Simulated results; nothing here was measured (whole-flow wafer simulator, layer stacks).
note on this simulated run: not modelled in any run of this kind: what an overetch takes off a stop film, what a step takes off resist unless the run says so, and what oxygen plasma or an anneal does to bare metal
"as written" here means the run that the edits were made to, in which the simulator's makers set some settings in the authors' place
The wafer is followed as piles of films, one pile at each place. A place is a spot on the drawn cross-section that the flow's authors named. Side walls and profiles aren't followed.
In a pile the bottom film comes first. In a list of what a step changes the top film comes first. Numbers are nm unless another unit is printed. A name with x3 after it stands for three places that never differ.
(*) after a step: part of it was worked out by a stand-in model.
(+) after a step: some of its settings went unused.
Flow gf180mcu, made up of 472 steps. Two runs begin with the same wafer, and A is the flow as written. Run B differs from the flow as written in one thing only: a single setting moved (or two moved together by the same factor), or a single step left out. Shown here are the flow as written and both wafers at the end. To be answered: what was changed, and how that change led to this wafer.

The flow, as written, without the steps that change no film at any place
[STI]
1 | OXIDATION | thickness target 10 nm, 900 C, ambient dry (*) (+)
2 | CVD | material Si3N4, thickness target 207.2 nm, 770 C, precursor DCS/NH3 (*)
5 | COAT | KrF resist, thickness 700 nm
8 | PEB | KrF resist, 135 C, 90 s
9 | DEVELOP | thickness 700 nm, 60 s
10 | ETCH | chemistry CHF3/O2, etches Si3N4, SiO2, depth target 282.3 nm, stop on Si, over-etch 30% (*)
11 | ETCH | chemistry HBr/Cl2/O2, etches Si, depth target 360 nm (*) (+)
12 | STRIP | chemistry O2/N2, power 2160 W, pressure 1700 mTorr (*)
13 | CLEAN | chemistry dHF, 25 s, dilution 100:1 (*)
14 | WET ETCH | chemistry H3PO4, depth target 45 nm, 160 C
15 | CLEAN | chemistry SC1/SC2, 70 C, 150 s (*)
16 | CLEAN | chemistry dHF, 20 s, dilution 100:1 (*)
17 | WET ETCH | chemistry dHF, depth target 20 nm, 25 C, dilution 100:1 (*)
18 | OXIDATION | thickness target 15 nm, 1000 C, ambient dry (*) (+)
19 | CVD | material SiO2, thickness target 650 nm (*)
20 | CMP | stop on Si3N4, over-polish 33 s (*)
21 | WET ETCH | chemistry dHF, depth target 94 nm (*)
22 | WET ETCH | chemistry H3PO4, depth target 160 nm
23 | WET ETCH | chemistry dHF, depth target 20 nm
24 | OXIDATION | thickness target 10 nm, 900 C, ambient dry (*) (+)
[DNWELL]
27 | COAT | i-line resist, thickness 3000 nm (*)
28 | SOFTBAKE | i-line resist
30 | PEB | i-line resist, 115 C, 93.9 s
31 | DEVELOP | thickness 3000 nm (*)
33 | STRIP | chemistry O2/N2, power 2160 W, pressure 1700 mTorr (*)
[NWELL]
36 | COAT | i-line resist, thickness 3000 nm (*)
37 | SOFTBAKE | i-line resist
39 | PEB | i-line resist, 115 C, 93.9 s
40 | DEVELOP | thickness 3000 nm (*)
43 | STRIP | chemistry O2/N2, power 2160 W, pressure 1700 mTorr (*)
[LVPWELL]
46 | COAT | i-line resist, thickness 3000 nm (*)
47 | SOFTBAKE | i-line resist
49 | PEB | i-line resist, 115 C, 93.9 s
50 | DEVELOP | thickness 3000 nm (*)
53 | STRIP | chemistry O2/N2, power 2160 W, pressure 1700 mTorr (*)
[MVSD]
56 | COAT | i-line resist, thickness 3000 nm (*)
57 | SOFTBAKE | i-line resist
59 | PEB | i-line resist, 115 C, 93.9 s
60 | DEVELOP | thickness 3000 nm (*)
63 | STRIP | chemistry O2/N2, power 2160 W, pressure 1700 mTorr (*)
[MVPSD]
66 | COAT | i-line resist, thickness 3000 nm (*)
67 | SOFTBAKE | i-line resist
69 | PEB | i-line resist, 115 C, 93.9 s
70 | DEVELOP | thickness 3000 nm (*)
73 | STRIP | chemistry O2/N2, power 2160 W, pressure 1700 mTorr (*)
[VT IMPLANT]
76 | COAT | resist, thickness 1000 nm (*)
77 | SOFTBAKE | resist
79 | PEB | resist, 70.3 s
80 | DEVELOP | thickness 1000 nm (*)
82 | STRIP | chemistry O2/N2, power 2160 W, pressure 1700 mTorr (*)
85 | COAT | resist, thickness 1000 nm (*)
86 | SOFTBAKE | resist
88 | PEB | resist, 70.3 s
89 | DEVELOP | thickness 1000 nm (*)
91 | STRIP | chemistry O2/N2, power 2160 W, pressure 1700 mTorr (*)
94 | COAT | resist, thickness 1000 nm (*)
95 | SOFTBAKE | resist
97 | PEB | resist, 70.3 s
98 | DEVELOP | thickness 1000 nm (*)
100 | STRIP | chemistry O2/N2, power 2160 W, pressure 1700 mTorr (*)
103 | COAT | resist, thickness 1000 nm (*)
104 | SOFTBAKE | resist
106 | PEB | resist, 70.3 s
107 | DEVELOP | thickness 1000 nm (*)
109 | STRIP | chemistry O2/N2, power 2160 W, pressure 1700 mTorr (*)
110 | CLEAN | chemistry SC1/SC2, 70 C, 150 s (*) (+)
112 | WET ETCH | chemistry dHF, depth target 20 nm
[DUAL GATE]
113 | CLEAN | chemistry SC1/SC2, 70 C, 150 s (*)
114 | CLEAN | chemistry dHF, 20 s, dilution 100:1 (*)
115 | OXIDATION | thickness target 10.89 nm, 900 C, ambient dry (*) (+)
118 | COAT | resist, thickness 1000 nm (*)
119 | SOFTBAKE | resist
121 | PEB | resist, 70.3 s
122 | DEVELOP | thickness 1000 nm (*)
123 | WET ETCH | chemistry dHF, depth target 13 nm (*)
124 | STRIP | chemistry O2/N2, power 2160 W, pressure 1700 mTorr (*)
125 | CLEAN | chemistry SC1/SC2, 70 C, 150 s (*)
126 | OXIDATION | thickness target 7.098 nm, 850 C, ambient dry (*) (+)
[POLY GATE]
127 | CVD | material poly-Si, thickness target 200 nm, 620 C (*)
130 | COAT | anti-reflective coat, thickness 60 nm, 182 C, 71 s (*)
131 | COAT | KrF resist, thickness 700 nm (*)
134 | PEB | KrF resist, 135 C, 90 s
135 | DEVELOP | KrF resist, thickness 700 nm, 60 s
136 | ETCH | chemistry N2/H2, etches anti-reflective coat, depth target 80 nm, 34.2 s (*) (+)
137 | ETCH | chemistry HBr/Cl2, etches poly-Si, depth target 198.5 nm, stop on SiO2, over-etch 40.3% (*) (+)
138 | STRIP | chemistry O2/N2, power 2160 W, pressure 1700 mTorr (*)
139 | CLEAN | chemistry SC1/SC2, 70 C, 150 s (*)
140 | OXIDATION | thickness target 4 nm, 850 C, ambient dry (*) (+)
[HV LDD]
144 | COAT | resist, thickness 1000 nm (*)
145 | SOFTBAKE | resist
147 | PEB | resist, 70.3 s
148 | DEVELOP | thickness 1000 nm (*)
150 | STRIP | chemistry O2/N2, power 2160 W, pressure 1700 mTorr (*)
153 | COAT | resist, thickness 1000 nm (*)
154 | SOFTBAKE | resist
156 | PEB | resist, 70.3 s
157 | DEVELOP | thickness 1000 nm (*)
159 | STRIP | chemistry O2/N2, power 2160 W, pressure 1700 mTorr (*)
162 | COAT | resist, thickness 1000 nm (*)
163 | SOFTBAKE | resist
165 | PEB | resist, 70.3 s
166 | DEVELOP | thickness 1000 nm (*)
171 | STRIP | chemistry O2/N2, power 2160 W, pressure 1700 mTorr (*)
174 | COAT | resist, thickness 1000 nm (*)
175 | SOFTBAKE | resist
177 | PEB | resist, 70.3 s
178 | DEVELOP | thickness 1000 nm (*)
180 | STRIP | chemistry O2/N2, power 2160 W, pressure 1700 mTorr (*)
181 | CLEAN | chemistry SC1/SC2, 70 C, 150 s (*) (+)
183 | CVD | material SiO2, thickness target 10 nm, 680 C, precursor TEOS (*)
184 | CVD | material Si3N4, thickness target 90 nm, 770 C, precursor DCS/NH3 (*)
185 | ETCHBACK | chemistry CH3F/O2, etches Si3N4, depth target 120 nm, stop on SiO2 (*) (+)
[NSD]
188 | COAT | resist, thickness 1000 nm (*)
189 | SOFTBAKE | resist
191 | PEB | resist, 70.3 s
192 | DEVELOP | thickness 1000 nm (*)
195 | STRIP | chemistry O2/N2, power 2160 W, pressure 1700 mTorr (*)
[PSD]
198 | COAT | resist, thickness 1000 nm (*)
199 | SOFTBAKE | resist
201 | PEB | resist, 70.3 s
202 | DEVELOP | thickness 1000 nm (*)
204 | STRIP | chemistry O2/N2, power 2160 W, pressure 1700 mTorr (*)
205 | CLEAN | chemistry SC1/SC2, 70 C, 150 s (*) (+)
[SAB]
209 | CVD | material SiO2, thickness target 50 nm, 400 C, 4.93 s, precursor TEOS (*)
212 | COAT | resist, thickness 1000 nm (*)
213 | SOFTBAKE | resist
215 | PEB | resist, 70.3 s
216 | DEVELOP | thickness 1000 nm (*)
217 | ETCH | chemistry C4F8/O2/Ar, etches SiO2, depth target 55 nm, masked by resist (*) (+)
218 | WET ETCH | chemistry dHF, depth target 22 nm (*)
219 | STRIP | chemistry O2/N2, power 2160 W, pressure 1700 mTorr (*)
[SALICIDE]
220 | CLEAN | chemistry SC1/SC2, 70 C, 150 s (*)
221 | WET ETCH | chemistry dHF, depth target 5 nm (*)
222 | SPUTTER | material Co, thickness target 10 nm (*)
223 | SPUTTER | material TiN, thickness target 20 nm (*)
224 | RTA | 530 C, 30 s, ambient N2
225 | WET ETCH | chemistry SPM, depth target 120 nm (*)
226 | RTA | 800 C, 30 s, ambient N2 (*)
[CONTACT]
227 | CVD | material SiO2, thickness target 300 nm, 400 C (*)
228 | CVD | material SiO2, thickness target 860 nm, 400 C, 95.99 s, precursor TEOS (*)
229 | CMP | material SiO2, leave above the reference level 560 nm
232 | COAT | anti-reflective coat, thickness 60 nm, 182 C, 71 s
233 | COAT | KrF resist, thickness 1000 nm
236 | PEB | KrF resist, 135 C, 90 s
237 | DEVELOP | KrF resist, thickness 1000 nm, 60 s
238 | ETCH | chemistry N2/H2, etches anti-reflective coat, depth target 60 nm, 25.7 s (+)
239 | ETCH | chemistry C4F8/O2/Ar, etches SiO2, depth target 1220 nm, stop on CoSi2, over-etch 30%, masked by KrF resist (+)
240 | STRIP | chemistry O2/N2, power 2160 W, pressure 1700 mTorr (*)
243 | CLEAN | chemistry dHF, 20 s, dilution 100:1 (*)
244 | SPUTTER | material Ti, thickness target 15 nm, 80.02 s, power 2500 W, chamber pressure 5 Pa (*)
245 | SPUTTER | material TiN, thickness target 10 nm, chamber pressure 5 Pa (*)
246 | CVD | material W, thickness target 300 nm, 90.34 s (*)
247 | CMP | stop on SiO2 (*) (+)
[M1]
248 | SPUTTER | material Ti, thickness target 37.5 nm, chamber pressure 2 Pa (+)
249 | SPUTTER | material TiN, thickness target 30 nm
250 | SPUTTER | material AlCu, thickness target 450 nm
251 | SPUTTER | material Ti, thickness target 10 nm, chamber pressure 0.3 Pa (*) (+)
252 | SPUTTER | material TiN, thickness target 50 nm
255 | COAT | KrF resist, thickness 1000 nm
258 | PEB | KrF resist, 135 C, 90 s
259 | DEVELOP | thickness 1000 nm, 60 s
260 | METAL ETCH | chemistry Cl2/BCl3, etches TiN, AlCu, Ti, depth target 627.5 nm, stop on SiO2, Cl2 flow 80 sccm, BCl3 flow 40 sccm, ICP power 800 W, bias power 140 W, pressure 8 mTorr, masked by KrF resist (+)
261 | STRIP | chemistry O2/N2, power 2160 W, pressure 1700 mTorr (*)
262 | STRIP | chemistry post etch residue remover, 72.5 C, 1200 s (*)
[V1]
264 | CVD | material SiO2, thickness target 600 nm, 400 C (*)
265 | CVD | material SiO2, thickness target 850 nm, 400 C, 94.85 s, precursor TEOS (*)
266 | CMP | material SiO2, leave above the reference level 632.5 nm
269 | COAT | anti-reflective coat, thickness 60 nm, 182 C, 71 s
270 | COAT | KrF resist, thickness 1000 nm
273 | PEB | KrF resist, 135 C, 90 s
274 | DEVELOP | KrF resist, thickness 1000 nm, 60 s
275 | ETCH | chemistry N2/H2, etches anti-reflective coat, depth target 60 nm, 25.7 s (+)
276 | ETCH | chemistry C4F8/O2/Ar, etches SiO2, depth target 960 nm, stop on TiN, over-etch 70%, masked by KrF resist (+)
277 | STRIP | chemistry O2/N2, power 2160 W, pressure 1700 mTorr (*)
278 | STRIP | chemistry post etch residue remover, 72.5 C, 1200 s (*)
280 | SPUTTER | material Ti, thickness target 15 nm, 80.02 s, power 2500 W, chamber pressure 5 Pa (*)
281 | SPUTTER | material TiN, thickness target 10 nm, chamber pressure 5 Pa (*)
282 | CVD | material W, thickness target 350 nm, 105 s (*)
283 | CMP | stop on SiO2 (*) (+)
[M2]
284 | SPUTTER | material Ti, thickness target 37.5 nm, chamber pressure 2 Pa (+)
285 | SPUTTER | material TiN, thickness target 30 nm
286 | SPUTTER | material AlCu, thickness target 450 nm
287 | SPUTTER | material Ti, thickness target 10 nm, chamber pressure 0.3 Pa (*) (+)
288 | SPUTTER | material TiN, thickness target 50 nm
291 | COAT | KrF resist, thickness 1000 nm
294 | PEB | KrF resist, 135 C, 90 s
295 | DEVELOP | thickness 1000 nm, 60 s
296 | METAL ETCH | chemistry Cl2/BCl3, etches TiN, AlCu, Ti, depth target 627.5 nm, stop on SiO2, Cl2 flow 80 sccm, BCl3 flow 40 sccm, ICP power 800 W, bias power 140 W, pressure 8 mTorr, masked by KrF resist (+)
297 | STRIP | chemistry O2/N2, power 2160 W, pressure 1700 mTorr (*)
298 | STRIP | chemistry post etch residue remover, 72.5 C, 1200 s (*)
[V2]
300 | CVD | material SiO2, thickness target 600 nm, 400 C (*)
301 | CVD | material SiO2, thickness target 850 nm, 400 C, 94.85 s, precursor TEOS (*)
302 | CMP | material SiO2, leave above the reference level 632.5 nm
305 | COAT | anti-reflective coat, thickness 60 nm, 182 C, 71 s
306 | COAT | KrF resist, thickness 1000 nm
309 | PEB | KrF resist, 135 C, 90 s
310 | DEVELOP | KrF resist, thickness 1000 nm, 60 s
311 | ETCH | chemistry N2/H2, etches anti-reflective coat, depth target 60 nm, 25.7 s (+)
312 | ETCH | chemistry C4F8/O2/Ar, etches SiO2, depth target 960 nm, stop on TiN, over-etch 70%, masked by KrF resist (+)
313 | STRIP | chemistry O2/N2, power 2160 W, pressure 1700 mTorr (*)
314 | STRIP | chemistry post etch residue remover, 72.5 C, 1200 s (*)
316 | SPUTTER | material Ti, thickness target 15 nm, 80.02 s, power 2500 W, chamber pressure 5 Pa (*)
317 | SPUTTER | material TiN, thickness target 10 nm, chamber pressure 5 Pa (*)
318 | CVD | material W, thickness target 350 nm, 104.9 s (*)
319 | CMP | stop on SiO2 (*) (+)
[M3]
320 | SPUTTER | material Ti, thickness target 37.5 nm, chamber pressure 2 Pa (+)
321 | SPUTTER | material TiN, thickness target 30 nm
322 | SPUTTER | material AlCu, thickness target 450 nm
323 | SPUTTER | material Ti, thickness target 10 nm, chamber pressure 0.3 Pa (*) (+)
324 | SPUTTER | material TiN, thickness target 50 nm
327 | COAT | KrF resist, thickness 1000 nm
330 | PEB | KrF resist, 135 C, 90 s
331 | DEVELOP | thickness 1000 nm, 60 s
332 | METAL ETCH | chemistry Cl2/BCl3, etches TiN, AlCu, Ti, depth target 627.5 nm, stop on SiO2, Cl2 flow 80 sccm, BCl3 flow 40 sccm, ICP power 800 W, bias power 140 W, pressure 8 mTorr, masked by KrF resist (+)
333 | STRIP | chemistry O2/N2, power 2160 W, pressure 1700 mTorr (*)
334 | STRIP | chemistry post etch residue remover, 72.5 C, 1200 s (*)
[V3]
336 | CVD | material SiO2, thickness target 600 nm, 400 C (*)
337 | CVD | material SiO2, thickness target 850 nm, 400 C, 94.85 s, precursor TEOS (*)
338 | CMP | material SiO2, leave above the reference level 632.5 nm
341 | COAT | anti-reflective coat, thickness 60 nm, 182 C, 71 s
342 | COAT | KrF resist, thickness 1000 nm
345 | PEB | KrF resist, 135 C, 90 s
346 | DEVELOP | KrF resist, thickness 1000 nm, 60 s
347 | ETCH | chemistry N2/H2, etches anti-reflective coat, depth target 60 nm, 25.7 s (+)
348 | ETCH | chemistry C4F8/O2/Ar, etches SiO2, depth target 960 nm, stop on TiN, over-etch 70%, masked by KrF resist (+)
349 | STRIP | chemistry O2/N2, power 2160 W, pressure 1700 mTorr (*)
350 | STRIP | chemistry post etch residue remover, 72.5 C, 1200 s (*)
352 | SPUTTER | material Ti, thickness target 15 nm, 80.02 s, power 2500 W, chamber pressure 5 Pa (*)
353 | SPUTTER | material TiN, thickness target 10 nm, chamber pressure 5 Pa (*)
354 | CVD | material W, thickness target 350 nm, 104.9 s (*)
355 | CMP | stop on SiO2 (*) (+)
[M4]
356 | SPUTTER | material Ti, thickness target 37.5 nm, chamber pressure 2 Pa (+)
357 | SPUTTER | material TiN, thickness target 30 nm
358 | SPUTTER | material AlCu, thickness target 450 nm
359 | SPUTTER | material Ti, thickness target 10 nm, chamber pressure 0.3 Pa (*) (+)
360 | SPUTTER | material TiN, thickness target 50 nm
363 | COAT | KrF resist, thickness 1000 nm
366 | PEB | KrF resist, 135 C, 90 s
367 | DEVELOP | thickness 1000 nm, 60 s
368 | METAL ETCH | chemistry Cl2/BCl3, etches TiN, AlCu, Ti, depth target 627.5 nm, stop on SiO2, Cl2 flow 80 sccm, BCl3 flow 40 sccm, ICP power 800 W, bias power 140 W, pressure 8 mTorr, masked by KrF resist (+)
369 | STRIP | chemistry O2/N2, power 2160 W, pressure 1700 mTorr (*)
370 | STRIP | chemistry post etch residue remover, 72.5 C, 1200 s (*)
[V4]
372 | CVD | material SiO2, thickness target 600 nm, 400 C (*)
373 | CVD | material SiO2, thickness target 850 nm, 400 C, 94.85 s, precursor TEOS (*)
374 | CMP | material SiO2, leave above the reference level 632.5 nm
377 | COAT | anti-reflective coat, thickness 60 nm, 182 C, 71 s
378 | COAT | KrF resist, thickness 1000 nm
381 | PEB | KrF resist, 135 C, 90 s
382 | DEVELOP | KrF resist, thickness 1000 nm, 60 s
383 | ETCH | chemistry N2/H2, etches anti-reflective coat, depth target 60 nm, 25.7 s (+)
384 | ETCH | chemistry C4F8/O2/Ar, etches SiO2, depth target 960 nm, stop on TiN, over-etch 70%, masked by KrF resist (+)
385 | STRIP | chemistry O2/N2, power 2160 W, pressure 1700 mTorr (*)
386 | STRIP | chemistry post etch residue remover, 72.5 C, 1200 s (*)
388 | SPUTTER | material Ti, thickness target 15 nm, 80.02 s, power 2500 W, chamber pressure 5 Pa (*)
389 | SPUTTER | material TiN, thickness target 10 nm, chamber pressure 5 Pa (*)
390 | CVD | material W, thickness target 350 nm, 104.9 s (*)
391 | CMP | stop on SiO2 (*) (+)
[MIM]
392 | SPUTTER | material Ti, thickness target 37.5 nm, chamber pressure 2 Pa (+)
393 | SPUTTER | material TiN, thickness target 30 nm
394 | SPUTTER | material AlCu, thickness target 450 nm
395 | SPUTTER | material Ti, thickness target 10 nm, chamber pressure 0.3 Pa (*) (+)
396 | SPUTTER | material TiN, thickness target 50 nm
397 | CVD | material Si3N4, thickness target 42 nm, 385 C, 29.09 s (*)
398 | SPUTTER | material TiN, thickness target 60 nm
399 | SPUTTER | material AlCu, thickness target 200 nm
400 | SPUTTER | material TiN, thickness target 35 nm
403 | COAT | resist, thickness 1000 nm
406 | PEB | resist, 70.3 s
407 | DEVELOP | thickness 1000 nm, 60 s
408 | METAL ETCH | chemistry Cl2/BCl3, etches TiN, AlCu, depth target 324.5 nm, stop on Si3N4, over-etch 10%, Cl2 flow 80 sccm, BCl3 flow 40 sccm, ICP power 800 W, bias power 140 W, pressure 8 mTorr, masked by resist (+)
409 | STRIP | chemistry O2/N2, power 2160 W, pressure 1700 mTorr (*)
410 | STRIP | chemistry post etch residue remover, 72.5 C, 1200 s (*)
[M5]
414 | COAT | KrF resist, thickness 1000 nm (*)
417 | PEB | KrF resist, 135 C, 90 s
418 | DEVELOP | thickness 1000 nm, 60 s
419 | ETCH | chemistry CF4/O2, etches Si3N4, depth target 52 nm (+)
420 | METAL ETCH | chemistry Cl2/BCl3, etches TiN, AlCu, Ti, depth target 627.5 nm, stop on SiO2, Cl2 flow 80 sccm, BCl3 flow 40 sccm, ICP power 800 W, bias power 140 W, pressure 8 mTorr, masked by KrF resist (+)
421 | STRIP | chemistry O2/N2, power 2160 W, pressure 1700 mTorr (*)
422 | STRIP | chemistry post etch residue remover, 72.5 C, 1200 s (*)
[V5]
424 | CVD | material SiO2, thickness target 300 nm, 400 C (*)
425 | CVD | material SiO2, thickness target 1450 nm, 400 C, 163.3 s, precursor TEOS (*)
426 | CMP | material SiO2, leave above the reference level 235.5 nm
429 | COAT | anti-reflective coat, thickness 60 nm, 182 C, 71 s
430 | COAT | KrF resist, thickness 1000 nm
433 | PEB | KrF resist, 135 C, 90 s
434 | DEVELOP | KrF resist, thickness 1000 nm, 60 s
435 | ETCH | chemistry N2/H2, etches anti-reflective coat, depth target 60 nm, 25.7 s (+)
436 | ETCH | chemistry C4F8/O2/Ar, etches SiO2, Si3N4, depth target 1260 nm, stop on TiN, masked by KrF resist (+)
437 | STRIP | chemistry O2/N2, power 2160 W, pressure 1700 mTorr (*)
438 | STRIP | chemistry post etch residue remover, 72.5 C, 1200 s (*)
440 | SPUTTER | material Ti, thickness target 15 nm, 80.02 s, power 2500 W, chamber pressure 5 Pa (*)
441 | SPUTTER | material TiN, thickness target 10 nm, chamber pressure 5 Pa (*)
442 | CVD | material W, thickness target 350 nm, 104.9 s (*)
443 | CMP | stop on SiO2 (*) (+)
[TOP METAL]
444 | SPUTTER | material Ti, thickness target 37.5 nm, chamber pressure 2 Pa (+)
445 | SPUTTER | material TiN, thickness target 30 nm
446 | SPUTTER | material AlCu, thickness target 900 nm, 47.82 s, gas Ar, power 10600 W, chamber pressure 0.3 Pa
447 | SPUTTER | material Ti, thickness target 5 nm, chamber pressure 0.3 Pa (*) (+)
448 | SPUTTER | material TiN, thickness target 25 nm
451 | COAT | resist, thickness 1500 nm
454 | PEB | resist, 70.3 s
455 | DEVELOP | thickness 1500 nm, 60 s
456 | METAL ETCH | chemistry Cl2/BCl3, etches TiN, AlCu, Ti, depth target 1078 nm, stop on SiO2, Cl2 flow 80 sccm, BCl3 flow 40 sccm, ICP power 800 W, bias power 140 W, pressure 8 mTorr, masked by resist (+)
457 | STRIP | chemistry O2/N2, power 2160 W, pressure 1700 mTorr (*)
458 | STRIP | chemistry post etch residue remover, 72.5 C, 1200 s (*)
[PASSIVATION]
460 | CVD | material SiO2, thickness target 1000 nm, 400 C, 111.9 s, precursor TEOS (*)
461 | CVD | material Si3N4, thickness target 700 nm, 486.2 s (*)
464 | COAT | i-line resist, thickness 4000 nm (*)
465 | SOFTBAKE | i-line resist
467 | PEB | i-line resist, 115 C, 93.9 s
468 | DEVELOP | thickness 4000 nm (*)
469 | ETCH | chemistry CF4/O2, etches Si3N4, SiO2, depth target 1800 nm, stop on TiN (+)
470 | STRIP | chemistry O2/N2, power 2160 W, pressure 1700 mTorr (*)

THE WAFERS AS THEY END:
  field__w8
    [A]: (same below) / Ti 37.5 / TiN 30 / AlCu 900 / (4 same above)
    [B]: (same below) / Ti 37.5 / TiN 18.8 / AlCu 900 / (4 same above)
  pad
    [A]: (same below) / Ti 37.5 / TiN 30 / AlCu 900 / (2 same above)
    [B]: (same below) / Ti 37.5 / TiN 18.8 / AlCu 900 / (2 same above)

The reason: step 445, SPUTTER: thickness target 18.8 nm was run, though the flow has thickness target 30 nm.
The wafer lets one read it off: field__w8 has TiN 18.8, and step 445 as written asks for 30 nm.

The path from the change to this, step by step:
  445 | SPUTTER | material TiN, thickness target 30 nm
      field, field__w1, field__w2 and 109 more: A TiN gains 30 (new film) | B TiN gains 18.8 (new film)
  456 | METAL ETCH | chemistry Cl2/BCl3, etches TiN, AlCu, Ti, depth target 1078 nm, stop on SiO2, Cl2 flow 80 sccm, BCl3 flow 40 sccm, ICP power 800 W, bias power 140 W, pressure 8 mTorr, masked by resist (+)
      field, field__w1, field__w2 and 103 more: A TiN loses 25 (all of it), Ti loses 5 (all of it), AlCu loses 900 (all of it), TiN loses 30 (all of it), Ti loses 37.5 (all of it) | B TiN loses 25 (all of it), Ti loses 5 (all of it), AlCu loses 900 (all of it), TiN loses 18.8 (all of it), Ti loses 37.5 (all of it)
